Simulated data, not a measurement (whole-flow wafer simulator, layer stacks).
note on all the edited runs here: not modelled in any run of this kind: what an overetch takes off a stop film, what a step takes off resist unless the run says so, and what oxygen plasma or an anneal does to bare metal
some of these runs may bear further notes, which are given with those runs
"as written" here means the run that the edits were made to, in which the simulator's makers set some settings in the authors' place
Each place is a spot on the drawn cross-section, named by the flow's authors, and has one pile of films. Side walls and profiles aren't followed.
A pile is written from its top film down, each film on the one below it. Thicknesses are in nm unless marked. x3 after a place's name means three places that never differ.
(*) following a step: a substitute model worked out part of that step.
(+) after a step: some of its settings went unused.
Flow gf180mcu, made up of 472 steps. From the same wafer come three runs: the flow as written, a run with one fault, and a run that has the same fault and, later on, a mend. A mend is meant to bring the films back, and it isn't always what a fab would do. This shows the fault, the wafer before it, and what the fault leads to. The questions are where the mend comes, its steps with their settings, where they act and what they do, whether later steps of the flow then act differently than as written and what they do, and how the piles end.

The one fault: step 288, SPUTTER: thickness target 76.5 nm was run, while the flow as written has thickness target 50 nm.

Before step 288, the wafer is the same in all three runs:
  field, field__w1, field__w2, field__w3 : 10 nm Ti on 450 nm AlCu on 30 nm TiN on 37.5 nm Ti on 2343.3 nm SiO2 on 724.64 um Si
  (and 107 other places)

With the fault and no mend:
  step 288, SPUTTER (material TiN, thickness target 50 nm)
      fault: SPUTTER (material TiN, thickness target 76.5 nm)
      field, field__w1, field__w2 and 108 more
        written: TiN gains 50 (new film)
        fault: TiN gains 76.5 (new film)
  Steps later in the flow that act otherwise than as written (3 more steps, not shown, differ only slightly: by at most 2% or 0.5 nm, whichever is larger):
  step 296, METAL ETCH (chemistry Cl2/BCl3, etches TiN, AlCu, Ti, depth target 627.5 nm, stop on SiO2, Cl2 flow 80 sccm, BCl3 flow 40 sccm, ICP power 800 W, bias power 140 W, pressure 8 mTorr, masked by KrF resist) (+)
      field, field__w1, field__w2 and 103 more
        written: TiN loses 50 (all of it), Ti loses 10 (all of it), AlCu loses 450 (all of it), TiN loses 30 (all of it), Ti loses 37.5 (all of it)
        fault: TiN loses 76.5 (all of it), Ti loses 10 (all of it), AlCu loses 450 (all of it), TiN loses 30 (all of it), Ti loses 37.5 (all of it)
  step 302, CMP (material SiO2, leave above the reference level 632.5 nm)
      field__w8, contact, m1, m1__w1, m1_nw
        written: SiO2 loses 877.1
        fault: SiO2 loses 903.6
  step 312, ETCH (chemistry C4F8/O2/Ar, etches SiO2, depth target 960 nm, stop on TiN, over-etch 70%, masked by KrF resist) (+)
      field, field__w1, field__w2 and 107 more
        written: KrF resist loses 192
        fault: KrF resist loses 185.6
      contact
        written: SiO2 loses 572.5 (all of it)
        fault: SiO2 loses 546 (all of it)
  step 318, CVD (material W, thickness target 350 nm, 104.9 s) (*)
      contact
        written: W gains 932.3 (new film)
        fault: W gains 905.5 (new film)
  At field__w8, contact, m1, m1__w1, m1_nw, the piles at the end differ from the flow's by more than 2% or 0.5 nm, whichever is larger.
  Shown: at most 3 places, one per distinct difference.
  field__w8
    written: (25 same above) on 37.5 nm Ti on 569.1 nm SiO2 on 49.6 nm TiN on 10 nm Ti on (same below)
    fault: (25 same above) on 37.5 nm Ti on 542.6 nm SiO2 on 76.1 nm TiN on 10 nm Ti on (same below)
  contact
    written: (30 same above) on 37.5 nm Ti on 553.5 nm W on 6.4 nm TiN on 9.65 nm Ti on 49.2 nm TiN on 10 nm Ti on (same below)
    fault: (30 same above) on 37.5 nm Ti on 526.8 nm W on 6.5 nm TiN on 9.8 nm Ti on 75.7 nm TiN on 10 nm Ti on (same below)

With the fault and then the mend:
  After step 288 comes the mend.
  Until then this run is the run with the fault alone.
  step 288a, METAL ETCH (chemistry Cl2/BCl3, etches TiN, AlCu, Ti, depth target 26.5 nm, Cl2 flow 80 sccm, BCl3 flow 40 sccm, ICP power 800 W, bias power 140 W, pressure 8 mTorr) (the flow's step 260, run once more with other settings)
      field, field__w1, field__w2 and 108 more
        TiN loses 26.5
  Every later step of the flow that is run acts as written at every place that is followed.
  At every place that both follow, the piles at the end match the flow's.
